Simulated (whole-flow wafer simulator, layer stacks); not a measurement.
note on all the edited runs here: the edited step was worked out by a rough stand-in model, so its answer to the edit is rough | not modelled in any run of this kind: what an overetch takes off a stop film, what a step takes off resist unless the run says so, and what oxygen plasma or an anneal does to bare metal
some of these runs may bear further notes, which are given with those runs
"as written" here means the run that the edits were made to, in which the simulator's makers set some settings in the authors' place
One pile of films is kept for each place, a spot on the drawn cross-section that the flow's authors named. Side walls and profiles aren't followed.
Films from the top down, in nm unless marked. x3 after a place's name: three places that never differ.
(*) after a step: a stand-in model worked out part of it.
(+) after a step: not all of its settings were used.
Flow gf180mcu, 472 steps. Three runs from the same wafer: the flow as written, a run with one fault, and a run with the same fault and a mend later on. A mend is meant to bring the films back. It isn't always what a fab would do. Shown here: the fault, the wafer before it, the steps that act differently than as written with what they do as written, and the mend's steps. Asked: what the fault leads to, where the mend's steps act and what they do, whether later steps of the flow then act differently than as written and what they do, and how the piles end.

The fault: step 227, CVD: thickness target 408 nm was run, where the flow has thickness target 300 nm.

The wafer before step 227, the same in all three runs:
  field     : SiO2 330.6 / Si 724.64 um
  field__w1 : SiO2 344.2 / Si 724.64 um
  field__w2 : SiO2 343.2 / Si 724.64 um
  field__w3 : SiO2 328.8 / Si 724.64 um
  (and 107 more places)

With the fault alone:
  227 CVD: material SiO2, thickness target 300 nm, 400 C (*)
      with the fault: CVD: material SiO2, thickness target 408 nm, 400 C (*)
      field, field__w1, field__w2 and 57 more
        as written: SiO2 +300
        with the fault: SiO2 +408
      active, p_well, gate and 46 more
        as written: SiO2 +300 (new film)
        with the fault: SiO2 +408 (new film)
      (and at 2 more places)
  Later steps of the flow that act differently than as written (2 more steps differ only slightly, by at most 2% or 0.5 nm, whichever is larger, and aren't shown):
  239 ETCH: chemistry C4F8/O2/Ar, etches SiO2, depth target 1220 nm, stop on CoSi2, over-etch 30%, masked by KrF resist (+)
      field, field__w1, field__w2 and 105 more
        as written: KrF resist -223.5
        with the fault: KrF resist -244
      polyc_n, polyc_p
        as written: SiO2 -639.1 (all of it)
        with the fault: SiO2 -747.1 (all of it)
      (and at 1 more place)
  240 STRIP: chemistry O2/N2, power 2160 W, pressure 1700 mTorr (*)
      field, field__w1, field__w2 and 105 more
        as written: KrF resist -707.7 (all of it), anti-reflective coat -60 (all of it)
        with the fault: KrF resist -687.2 (all of it), anti-reflective coat -60 (all of it)
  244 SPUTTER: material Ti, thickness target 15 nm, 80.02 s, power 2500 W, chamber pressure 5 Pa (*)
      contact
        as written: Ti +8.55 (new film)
        with the fault: Ti +8.03 (new film)
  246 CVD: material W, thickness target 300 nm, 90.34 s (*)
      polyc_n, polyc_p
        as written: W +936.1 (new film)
        with the fault: W +1044.1 (new film)
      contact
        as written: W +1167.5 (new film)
        with the fault: W +1276.4 (new film)
  At the end the piles differ from the flow's by more than 2% or 0.5 nm, whichever is larger, at field__w8, contact, m1 and 6 more.
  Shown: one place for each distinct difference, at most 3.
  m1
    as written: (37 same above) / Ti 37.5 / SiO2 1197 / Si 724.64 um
    with the fault: (37 same above) / Ti 37.5 / SiO2 1305 / Si 724.64 um
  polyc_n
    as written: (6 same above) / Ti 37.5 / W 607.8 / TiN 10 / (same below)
    with the fault: (6 same above) / Ti 37.5 / W 715.8 / TiN 10 / (same below)
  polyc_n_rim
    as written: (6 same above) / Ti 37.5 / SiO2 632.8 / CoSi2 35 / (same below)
    with the fault: (6 same above) / Ti 37.5 / SiO2 740.8 / CoSi2 35 / (same below)

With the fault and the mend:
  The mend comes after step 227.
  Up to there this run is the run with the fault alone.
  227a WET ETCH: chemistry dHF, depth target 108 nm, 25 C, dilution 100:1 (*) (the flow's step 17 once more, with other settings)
      field, field__w1, field__w2 and 108 more
        SiO2 -108
  No later step of the flow acts differently than as written, at any place that is followed, by more than 2% or 0.5 nm, whichever is larger.
  At the end the piles are the same as the flow's at every place that both follow.
